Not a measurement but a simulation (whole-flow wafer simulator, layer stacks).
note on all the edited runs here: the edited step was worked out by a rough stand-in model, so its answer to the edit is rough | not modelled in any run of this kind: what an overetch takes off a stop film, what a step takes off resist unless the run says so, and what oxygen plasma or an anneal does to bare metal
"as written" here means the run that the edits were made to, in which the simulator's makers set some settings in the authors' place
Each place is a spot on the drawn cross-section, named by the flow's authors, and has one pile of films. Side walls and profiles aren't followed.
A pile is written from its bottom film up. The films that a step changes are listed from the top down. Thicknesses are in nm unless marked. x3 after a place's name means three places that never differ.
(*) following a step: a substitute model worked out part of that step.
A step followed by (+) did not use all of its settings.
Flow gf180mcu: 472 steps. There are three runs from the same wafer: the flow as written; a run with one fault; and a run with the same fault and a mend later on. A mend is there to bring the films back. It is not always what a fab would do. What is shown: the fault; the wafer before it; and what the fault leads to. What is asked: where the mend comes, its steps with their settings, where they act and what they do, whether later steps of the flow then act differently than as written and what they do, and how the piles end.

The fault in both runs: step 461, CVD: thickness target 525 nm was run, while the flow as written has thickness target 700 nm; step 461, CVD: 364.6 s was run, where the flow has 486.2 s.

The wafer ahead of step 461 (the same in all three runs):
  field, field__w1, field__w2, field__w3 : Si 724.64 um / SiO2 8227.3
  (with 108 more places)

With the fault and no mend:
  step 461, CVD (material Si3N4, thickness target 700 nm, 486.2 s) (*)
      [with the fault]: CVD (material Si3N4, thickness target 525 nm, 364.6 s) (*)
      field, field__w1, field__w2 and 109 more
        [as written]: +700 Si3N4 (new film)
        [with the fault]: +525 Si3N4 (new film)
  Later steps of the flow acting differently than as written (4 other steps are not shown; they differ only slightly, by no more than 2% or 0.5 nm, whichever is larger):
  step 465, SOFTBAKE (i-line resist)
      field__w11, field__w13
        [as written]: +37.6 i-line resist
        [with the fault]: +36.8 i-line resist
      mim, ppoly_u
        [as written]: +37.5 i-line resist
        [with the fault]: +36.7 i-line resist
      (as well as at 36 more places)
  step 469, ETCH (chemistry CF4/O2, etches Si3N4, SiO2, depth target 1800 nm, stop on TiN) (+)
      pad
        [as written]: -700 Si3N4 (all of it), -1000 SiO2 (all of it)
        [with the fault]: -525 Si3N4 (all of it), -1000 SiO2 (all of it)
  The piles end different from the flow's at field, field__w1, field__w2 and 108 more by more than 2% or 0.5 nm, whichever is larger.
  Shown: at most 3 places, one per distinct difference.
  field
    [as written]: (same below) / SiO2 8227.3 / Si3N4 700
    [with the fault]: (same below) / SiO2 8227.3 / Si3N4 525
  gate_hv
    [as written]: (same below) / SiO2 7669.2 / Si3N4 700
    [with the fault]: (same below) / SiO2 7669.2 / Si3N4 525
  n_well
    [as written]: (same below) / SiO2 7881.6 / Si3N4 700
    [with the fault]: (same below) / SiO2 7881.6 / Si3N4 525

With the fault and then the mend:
  The mend stands after step 461.
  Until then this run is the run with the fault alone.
  step 461a, CVD (material Si3N4, thickness target 175 nm, 121.5 s) (*) (the flow's step 461, run once more with other settings)
      field, field__w1, field__w2 and 109 more
        +175.1 Si3N4
  None of the later steps of the flow differs from how it acts as written, at any place that is followed, by more than 2% or 0.5 nm, whichever is larger.
  When the end is reached, the piles differ only a little from the flow's at the places that both follow, at most by 2% or 0.5 nm, whichever is larger.
